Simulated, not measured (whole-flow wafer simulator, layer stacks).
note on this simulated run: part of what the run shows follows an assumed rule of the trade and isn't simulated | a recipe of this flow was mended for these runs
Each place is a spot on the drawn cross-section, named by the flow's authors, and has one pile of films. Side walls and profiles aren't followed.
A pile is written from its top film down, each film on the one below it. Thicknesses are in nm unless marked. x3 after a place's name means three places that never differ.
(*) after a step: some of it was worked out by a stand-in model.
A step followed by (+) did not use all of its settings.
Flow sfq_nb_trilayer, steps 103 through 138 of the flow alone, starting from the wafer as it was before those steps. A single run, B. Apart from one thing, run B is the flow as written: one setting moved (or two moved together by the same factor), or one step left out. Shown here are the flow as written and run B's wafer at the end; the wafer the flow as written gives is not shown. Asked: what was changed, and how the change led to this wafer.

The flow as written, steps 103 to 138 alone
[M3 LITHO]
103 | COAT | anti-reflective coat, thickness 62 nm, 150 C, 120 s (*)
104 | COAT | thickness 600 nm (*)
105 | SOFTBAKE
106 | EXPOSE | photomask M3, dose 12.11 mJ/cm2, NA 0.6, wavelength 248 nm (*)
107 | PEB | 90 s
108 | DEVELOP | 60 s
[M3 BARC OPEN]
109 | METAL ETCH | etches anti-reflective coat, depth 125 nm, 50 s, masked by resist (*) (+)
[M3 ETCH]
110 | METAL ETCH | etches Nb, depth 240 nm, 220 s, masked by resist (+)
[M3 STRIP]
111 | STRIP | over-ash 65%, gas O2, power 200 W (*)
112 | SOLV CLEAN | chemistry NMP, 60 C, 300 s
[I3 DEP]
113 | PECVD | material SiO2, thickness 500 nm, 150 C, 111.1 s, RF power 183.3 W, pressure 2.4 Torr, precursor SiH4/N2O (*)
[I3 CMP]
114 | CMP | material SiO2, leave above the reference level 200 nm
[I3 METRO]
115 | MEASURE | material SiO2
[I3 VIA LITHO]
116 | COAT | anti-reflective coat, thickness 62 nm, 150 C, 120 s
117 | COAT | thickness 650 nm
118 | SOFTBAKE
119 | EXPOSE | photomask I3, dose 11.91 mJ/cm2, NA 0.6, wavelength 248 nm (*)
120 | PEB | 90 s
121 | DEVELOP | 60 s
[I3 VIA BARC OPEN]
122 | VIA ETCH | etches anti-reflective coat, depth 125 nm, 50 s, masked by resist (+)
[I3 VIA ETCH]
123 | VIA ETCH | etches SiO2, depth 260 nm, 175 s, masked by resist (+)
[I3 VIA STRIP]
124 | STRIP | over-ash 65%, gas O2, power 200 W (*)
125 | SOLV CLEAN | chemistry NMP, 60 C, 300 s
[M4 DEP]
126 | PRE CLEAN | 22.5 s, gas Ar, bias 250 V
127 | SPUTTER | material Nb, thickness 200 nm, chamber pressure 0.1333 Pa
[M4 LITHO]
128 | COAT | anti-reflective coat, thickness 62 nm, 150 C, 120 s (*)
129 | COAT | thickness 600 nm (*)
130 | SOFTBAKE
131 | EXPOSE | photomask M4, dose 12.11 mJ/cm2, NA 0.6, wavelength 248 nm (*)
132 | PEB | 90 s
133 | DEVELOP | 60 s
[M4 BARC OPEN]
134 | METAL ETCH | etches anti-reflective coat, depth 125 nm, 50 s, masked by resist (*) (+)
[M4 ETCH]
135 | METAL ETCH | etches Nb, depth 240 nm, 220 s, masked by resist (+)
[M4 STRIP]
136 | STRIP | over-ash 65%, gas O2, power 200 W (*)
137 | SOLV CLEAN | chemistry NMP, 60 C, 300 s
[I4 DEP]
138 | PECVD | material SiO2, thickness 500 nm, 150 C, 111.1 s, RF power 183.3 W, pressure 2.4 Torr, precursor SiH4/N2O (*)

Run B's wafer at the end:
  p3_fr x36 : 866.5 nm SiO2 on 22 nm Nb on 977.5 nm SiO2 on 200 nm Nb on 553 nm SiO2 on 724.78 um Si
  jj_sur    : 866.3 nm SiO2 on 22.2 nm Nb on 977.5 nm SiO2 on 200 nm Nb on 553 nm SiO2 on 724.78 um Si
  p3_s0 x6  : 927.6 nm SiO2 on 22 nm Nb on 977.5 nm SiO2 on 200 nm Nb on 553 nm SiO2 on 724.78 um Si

The reason: step 109, METAL ETCH: etches anti-reflective coat, depth 125 nm, 50 s, masked by resist (*) (+), was skipped.

Step by step, how the change led to this:
  110 | METAL ETCH | etches Nb, depth 240 nm, 220 s, masked by resist (+)
      p4_fl x3, p4_g1 x2, p3_s0 x6, p3_fr x36, wl_d_m1, l0r_line_l x3, m0r_space_l x2: anti-reflective coat loses 62 (all of it), Nb loses 178 (in the flow as written it would be: Nb loses 200 (all of it), SiO2 loses 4)
      r_end, moat, field_r and 7 more: anti-reflective coat loses 62.3 (all of it), Nb loses 177.7 (in the flow as written it would be: Nb loses 200 (all of it), SiO2 loses 4)
      (as well as at 12 more places)
  111 | STRIP | over-ash 65%, gas O2, power 200 W (*)
      p4_w1 x9, wl_j_sl x15: KrF-resist-other-grade loses 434 (all of it), anti-reflective coat loses 62 (all of it) (in the flow as written it would be: KrF-resist-other-grade loses 364.6 (all of it), anti-reflective coat loses 62 (all of it))
      v_sur: KrF-resist-other-grade loses 430.5 (all of it), anti-reflective coat loses 46 (all of it) (in the flow as written it would be: KrF-resist-other-grade loses 361 (all of it), anti-reflective coat loses 46 (all of it))
      (as well as at 6 more places)
  113 | PECVD | material SiO2, thickness 500 nm, 150 C, 111.1 s, RF power 183.3 W, pressure 2.4 Torr, precursor SiH4/N2O (*)
      field_l, be, be_sur and 64 more: SiO2 gains 500 (new film) (in the flow as written it would be: SiO2 gains 500)
      p4_g1 x2, p3_s0 x6: SiO2 gains 535.1 (new film) (in the flow as written it would be: SiO2 gains 561.1)
  114 | CMP | material SiO2, leave above the reference level 200 nm
      p4_fl x3, p3_fr x36, wl_d_m1, l0r_line_l x3, m0r_space_l x2: SiO2 loses 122 (in the flow as written it would be: SiO2 loses 96)
      r_end, moat, field_r and 7 more: SiO2 loses 122.3 (in the flow as written it would be: SiO2 loses 96)
      (as well as at 12 more places)
If metal films that touch count as one body, p3_fr x36 has 2 bodies (between them, from the top down: SiO2 977.5); the flow as written gives 1 body.
If metal films that touch count as one body, jj_sur has 2 bodies (between them, from the top down: SiO2 977.5); the flow as written gives 1 body.
If metal films that touch count as one body, p3_s0 x6 has 2 bodies (between them, from the top down: SiO2 977.5); the flow as written gives 1 body.
